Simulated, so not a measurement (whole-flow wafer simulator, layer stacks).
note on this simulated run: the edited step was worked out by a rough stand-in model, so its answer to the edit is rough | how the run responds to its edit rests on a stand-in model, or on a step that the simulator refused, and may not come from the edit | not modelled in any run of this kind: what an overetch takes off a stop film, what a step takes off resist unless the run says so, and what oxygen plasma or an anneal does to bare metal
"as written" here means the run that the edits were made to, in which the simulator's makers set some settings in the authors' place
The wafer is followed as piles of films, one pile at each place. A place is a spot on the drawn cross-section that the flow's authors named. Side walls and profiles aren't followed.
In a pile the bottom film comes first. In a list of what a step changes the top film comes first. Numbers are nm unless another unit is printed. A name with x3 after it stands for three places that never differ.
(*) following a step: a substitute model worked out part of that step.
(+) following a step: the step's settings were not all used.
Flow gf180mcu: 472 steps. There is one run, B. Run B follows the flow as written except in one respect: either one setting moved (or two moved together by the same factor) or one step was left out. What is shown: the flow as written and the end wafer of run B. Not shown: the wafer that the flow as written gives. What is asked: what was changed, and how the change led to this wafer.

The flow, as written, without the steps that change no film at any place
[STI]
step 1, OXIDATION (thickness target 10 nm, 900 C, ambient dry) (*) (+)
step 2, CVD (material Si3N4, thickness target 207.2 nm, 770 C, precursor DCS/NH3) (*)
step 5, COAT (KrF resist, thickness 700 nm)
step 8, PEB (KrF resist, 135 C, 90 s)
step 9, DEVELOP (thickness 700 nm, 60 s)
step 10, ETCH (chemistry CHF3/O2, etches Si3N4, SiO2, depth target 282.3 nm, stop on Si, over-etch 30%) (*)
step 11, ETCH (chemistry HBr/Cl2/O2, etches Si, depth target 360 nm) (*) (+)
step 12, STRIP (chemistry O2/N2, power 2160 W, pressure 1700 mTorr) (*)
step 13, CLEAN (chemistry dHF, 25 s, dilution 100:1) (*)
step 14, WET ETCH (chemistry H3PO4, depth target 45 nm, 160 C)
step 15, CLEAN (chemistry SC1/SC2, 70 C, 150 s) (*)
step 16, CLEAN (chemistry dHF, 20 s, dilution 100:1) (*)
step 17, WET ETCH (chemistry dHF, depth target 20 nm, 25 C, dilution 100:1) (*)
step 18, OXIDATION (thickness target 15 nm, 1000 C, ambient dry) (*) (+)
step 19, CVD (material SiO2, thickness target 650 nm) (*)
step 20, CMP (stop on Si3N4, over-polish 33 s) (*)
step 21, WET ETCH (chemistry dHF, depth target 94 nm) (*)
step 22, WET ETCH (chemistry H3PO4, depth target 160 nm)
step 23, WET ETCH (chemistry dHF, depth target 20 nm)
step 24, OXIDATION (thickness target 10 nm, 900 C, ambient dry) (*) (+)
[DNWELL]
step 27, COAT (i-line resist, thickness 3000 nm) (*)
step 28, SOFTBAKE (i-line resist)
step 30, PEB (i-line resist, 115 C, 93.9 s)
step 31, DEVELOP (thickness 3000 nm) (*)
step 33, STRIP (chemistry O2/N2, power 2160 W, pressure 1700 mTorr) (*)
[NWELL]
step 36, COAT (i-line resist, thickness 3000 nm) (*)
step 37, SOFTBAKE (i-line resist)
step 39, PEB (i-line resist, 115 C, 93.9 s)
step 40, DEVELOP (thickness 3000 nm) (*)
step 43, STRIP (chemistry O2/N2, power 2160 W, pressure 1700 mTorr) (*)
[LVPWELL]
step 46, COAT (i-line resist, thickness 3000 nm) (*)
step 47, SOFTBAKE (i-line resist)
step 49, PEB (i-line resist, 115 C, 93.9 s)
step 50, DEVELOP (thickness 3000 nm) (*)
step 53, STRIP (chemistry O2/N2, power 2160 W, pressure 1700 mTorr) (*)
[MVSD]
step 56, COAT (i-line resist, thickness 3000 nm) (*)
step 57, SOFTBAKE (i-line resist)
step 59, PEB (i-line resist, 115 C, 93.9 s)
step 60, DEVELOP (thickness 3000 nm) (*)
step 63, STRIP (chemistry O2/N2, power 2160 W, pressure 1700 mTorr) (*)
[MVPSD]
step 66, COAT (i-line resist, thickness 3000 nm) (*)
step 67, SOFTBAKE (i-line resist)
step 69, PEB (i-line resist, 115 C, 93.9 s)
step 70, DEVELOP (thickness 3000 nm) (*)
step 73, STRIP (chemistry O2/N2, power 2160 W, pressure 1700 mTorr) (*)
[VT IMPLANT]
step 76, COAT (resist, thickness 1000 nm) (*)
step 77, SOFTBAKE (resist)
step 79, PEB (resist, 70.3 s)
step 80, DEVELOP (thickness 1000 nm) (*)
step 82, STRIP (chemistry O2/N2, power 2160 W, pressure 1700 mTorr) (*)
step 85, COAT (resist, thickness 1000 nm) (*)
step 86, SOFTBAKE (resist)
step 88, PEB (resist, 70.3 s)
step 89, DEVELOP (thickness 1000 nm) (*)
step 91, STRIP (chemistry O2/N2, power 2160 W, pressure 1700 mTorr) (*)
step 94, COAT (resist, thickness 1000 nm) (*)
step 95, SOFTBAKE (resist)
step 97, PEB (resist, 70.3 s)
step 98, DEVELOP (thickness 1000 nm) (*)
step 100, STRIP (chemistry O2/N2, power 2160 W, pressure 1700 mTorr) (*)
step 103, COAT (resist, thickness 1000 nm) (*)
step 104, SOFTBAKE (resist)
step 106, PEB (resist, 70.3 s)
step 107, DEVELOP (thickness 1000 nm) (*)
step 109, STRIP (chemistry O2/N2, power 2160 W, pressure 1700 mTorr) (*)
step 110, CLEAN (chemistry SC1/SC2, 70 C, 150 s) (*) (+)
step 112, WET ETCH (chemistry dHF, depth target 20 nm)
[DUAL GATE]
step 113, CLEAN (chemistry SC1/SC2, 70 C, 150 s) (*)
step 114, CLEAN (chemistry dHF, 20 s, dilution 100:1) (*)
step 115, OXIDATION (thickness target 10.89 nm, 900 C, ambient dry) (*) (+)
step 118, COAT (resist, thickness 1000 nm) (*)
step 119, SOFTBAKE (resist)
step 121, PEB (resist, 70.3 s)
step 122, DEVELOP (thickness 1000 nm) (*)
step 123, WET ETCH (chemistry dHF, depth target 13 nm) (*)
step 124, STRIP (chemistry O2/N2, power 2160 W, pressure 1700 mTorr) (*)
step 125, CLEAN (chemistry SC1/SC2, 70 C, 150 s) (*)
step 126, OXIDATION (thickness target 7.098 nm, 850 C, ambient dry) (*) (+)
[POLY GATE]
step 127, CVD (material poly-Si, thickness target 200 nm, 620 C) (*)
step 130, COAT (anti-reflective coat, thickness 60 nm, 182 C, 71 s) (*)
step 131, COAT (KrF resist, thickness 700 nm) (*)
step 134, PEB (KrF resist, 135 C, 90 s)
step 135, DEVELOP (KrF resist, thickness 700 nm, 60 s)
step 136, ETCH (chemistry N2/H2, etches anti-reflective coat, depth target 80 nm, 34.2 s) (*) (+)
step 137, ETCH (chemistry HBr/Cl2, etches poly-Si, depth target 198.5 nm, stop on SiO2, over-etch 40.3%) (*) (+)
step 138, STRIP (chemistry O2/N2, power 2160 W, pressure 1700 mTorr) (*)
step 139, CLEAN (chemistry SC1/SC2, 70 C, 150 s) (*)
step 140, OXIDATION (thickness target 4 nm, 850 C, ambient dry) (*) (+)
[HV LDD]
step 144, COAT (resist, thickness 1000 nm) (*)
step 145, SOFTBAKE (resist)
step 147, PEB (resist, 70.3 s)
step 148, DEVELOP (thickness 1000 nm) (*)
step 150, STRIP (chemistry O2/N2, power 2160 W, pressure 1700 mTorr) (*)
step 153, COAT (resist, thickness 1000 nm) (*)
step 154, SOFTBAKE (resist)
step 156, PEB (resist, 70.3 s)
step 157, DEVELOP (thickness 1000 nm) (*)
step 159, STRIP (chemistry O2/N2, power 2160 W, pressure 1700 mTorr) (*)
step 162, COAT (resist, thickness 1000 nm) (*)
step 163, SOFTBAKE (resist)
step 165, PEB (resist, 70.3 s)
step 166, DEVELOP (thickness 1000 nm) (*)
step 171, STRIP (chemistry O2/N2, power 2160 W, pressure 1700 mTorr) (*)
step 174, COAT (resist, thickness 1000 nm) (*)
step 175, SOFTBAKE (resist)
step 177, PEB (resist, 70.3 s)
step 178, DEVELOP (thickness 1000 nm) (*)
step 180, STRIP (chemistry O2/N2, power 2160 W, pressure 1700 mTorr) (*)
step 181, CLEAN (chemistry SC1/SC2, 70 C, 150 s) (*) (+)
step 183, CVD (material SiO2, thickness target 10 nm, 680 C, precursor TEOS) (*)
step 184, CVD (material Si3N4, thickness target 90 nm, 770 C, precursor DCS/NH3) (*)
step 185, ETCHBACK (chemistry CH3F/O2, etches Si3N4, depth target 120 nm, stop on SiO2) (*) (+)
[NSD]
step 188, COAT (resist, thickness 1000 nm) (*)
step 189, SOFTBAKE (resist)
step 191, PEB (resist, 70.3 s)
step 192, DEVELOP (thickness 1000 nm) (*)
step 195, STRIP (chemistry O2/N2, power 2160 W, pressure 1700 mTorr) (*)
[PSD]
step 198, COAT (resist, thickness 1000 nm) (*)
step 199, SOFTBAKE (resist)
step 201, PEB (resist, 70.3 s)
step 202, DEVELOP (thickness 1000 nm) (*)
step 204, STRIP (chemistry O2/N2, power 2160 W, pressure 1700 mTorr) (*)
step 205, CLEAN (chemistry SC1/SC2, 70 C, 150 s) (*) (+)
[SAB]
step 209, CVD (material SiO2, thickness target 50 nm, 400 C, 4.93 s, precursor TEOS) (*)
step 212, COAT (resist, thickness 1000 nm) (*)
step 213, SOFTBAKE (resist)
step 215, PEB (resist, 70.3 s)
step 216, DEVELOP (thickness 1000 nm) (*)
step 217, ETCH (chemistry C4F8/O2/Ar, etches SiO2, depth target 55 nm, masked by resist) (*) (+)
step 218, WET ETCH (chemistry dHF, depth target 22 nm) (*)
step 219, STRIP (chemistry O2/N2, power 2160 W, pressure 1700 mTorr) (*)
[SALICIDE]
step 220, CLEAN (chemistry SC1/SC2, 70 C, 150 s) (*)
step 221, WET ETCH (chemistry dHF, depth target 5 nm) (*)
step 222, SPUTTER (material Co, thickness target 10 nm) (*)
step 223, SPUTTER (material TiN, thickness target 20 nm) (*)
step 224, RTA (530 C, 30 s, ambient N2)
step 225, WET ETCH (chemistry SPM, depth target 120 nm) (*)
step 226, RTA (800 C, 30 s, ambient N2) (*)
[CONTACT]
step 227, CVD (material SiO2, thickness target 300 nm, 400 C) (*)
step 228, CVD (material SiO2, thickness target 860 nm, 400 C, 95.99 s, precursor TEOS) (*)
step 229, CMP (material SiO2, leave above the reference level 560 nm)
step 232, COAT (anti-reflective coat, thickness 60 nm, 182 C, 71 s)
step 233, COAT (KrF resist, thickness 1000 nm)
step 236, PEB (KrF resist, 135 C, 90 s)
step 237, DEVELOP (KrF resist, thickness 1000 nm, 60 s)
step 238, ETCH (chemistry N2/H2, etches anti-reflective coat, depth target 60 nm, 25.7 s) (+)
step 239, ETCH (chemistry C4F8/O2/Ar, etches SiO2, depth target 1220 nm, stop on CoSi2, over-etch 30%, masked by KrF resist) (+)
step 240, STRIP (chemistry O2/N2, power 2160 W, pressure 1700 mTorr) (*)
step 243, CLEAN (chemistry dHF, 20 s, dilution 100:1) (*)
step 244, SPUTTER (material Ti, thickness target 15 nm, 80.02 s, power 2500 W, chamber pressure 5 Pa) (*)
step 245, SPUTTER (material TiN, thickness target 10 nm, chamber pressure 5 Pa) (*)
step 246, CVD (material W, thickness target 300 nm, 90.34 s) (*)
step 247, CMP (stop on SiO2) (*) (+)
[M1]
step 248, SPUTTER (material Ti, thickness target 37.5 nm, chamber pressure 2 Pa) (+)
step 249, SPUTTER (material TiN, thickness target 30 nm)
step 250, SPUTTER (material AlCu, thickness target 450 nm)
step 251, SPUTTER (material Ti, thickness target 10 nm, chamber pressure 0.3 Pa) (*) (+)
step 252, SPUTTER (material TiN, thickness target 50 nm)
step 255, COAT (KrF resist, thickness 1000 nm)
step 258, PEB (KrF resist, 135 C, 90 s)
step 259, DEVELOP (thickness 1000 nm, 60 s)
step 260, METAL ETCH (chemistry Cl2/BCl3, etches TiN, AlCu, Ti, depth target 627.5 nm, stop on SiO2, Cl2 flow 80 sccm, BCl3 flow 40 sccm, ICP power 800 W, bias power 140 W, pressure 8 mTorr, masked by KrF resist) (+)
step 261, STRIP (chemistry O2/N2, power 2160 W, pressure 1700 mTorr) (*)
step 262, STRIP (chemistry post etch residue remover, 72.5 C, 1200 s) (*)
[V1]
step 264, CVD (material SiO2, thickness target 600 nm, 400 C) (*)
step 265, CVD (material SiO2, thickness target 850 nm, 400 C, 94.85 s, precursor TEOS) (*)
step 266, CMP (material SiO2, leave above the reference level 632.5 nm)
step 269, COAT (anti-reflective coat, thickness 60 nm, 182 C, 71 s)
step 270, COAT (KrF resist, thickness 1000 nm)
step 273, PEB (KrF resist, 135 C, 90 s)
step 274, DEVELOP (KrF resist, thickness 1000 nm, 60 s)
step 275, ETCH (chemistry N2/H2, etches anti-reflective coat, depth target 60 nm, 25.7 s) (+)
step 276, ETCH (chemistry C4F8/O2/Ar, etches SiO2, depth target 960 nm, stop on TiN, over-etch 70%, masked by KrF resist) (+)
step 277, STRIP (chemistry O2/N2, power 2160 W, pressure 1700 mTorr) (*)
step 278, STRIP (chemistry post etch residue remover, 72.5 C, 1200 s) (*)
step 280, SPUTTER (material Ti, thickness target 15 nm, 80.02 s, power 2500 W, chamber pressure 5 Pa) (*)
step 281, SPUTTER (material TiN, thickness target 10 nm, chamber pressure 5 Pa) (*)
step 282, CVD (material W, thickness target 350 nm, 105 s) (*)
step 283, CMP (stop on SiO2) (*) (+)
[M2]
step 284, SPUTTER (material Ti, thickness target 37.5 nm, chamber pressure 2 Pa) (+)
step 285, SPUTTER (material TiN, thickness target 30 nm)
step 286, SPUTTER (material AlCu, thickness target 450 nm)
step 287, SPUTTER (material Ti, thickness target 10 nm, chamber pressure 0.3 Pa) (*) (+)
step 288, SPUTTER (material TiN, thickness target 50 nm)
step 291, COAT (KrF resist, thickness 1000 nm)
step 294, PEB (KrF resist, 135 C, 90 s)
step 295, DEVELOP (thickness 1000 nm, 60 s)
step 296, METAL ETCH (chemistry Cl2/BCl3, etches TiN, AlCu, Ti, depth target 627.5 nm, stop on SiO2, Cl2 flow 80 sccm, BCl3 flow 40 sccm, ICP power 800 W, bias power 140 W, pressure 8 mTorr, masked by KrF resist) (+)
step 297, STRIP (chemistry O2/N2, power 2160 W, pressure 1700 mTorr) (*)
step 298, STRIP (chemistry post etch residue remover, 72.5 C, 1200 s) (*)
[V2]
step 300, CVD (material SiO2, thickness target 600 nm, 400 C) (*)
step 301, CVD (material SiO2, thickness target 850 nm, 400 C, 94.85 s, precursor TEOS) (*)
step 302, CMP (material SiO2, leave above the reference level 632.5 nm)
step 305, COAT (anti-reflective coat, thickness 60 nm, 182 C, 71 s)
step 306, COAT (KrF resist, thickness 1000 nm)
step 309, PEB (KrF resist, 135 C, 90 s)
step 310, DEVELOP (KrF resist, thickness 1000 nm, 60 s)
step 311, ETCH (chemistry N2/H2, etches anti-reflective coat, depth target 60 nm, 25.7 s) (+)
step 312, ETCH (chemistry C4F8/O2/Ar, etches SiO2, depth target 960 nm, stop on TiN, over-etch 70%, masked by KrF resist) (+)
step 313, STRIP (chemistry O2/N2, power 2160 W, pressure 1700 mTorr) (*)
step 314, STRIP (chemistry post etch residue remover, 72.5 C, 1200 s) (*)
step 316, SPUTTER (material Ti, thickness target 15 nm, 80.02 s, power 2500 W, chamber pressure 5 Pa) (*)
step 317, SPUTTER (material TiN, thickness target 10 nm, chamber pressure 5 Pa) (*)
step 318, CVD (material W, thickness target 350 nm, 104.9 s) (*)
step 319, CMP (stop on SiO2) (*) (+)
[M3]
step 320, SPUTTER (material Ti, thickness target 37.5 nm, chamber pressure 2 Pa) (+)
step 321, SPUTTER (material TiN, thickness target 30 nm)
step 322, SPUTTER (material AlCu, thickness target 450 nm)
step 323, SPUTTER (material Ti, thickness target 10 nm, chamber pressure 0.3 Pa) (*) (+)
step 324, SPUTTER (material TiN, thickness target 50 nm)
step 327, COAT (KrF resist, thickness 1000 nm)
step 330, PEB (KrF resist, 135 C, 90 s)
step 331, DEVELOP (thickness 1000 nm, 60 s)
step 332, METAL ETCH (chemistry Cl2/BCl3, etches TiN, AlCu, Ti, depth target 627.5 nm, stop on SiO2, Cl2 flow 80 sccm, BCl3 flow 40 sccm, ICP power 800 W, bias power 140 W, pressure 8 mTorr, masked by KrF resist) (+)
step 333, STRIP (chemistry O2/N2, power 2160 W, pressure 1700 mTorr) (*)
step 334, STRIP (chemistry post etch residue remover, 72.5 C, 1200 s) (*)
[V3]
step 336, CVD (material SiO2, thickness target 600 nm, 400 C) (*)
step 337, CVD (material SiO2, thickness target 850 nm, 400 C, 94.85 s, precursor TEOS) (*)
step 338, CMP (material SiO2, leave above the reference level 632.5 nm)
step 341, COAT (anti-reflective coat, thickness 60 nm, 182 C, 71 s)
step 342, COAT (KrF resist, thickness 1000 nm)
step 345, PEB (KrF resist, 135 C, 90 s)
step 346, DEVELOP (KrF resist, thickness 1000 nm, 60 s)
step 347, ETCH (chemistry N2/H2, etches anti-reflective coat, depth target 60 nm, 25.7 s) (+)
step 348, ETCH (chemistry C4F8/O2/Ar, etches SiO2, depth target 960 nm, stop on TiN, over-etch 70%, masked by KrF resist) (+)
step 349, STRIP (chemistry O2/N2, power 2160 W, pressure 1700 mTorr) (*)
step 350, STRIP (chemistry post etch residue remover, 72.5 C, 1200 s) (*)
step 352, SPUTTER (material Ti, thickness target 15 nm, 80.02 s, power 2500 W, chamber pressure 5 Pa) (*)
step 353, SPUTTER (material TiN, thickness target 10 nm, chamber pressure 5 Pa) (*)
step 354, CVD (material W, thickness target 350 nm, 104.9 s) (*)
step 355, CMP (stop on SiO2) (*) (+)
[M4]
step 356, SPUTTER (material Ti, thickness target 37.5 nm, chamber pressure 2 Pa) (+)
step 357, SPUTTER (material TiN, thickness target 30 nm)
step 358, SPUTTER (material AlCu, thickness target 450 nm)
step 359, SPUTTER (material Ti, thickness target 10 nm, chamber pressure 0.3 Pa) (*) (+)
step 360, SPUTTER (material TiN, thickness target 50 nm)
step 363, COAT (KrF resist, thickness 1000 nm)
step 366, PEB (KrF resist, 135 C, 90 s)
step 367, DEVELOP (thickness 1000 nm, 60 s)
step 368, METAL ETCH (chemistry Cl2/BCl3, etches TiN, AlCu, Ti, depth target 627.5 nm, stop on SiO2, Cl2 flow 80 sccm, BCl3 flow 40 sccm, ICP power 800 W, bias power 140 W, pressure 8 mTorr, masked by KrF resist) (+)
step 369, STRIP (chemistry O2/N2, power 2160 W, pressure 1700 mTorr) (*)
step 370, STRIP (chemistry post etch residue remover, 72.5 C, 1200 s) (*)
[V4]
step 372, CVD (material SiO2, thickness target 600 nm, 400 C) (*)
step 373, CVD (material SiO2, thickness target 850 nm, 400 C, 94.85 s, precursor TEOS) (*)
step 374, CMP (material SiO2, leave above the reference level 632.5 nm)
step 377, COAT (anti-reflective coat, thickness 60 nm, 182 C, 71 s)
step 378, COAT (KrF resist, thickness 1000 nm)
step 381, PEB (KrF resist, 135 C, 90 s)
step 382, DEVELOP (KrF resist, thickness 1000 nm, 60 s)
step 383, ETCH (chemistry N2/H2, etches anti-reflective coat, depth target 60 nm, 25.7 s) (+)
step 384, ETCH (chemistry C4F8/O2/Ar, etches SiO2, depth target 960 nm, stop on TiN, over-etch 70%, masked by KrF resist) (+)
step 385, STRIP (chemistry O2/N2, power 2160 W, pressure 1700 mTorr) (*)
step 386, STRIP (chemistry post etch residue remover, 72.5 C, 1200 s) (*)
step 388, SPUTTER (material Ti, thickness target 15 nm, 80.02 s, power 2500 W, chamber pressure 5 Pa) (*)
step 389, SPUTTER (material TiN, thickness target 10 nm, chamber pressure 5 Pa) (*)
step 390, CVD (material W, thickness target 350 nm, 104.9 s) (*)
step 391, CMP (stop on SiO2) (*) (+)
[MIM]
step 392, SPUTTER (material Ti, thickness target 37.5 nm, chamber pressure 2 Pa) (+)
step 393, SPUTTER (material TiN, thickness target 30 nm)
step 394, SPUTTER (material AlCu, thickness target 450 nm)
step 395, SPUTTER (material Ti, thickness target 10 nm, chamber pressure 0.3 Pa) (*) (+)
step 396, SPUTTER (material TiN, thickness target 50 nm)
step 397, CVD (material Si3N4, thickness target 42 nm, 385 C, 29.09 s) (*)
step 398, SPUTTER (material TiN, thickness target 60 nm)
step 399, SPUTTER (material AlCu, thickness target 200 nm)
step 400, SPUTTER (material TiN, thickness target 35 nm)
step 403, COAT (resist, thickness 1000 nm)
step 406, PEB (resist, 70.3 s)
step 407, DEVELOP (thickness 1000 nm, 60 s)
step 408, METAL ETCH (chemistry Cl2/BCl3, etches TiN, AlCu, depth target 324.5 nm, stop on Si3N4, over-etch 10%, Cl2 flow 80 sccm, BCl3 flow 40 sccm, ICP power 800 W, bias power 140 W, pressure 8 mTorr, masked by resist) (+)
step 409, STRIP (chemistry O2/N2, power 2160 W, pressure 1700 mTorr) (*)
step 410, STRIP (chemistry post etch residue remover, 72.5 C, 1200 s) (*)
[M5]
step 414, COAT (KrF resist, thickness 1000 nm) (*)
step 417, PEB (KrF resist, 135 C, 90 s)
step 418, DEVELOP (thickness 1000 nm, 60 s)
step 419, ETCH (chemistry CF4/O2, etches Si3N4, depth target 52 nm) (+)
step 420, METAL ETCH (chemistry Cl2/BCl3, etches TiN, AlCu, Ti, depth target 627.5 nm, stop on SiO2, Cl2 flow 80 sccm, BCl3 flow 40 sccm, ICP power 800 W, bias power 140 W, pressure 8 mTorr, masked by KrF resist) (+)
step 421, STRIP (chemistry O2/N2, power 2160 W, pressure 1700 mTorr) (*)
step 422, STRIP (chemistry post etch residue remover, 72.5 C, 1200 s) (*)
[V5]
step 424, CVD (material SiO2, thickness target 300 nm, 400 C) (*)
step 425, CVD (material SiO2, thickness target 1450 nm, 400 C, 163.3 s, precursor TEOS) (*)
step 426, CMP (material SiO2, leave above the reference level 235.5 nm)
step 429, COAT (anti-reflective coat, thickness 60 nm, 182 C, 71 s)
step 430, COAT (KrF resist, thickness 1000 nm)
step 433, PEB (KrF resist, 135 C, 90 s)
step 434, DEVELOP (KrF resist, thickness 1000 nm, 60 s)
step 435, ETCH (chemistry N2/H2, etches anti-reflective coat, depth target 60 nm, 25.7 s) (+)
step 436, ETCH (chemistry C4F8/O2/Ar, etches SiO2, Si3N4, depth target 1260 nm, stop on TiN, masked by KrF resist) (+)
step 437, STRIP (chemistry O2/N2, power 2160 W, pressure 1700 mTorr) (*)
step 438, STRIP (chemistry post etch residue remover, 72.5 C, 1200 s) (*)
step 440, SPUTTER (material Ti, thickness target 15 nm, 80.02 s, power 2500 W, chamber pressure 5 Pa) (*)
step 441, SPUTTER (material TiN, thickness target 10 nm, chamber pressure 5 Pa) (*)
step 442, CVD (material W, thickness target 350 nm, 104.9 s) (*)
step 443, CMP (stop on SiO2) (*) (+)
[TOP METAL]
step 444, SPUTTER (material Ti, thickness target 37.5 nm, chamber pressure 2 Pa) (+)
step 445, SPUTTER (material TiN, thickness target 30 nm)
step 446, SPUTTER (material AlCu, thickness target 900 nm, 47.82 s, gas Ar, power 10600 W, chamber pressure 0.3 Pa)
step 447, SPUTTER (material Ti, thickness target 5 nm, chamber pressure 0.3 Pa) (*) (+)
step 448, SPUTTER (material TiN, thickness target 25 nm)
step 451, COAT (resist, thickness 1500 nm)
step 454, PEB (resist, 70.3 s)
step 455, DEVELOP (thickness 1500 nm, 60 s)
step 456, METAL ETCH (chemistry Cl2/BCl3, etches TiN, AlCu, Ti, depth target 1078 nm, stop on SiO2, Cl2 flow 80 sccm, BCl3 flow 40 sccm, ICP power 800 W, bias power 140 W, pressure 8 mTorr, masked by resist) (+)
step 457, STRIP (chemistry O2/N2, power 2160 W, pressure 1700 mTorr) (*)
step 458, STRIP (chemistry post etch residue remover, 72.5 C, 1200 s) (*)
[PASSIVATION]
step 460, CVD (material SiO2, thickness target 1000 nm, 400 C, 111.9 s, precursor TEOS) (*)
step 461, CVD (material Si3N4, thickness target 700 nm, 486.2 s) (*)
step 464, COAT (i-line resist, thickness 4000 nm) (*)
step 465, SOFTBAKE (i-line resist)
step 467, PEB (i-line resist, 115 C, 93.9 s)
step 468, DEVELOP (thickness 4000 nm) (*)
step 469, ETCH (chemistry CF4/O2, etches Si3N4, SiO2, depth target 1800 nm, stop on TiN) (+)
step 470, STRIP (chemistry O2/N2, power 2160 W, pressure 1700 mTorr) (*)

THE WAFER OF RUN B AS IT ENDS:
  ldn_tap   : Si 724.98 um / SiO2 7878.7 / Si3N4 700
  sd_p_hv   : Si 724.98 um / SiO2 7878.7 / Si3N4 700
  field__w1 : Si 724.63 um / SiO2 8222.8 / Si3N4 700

What caused this: step 126, OXIDATION: 956 C was run, whereas the flow has 850 C.

How this came from the change, step by step:
  step 126, OXIDATION (thickness target 7.098 nm, 850 C, ambient dry) (*) (+)
      gate_hv, active_hv, active_nat and 25 more: +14 SiO2, -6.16 Si (as written it would have been: +3.72 SiO2, -1.64 Si)
      active, n_well, p_well and 12 more: +19.9 SiO2 (new film), -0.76 chemical SiO2 (all of it), -8.43 Si (as written it would have been: +7.1 SiO2 (new film), -0.76 chemical SiO2 (all of it), -2.79 Si)
      (and at 49 other places as well)
  step 130, COAT (anti-reflective coat, thickness 60 nm, 182 C, 71 s) (*)
      p_well, spacer, sd_n: +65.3 anti-reflective coat (new film) (as written it would have been: +70.9 anti-reflective coat (new film))
      ldn_src, ldp_drn: +66 anti-reflective coat (new film) (as written it would have been: +67.8 anti-reflective coat (new film))
      (and at 53 other places as well)
  step 136, ETCH (chemistry N2/H2, etches anti-reflective coat, depth target 80 nm, 34.2 s) (*) (+)
      p_well, spacer, sd_n: -65.3 anti-reflective coat (all of it), -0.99 poly-Si (as written it would have been: -70.9 anti-reflective coat (all of it), -0.85 poly-Si)
      ldn_src, ldp_drn: -66 anti-reflective coat (all of it), -0.97 poly-Si (as written it would have been: -67.8 anti-reflective coat (all of it), -0.93 poly-Si)
      (and at 37 other places as well)
  step 138, STRIP (chemistry O2/N2, power 2160 W, pressure 1700 mTorr) (*)
      gate: +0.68 chemical SiO2 (new film), -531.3 KrF resist (all of it), -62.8 anti-reflective coat (all of it), -0.3 poly-Si (as written it would have been: +0.68 chemical SiO2 (new film), -531.7 KrF resist (all of it), -65.5 anti-reflective coat (all of it), -0.3 poly-Si)
      gate_p: +0.68 chemical SiO2 (new film), -530.4 KrF resist (all of it), -63.2 anti-reflective coat (all of it), -0.3 poly-Si (as written it would have been: +0.68 chemical SiO2 (new film), -530.6 KrF resist (all of it), -65.9 anti-reflective coat (all of it), -0.3 poly-Si)
      (and at 14 other places as well)
  step 189, SOFTBAKE (resist)
      field_sub__w1: +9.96 resist (as written it would have been: +7.47 resist)
  step 199, SOFTBAKE (resist)
      field_sub__w1: +9.96 resist (as written it would have been: +7.47 resist)
  step 218, WET ETCH (chemistry dHF, depth target 22 nm) (*)
      ldn_tap, ldn_src, ldn_drn, ldp_tap, ldp_src, ldp_drn, ldp_gr: -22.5 SiO2 (as written it would have been: -16 SiO2 (all of it))
      ld_drn_n, ld_sd_p: -22.3 SiO2 (as written it would have been: -14.8 SiO2 (all of it))
      (and at 14 other places as well)
  step 219, STRIP (chemistry O2/N2, power 2160 W, pressure 1700 mTorr) (*)
      active_hv, active_nat, ld_sd_n and 10 more: nothing (as written it would have been: +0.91 chemical SiO2 (new film), -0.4 Si)
  step 221, WET ETCH (chemistry dHF, depth target 5 nm) (*)
      sd_p_hv, ldn_tap, ldn_src, ldn_drn, ldp_tap, ldp_src, ldp_drn, ldp_gr: -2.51 SiO2 (as written it would have been: -0.76 chemical SiO2 (all of it))
      active_hv: -2.62 SiO2 (all of it) (as written it would have been: -0.76 chemical SiO2 (all of it))
      (and at 4 other places as well)
  step 224, RTA (530 C, 30 s, ambient N2)
      ldn_tap, ldn_src, ldn_drn, ldp_tap, ldp_src, ldp_drn, ldp_gr: nothing (as written it would have been: under 1 film: +19.9 CoSi (new film), -10 Co (all of it), -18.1 Si)
      sd_p_hv: nothing (as written it would have been: under 1 film: +18.8 CoSi (new film), -9.46 Co (all of it), -17.2 Si)
  step 225, WET ETCH (chemistry SPM, depth target 120 nm) (*)
      ldn_tap, ldn_src, ldn_drn, ldp_tap, ldp_src, ldp_drn, ldp_gr: -20 TiN (all of it), -10 Co (all of it) (as written it would have been: -20 TiN (all of it))
      sd_p_hv: -18.8 TiN (all of it), -9.44 Co (all of it) (as written it would have been: -18.8 TiN (all of it))
  step 226, RTA (800 C, 30 s, ambient N2) (*)
      ldn_tap, ldn_src, ldn_drn, ldp_tap, ldp_src, ldp_drn, ldp_gr: nothing (as written it would have been: +35 CoSi2 (new film), -19.9 CoSi (all of it), -18.1 Si)
      sd_p_hv: nothing (as written it would have been: +33.1 CoSi2 (new film), -18.8 CoSi (all of it), -17.2 Si)
  step 227, CVD (material SiO2, thickness target 300 nm, 400 C) (*)
      sd_p_hv, ldn_tap, ldn_src, ldn_drn, ldp_tap, ldp_src, ldp_drn, ldp_gr: +300 SiO2 (as written it would have been: +300 SiO2 (new film))
  step 229, CMP (material SiO2, leave above the reference level 560 nm)
      gate_hv, gate_nat, ld_gate_n and 11 more: -525.6 SiO2 (as written it would have been: -514.3 SiO2)
      ldn_sep__w1, ldn_sep__w2, ldn_dft and 8 more: -317.9 SiO2 (as written it would have been: -311 SiO2)
      (and at 51 other places as well)
If metal films that touch count as one body, ldn_tap has 0 bodies; the flow as written gives 1 body.
If metal films that touch count as one body, sd_p_hv has 0 bodies; the flow as written gives 1 body.
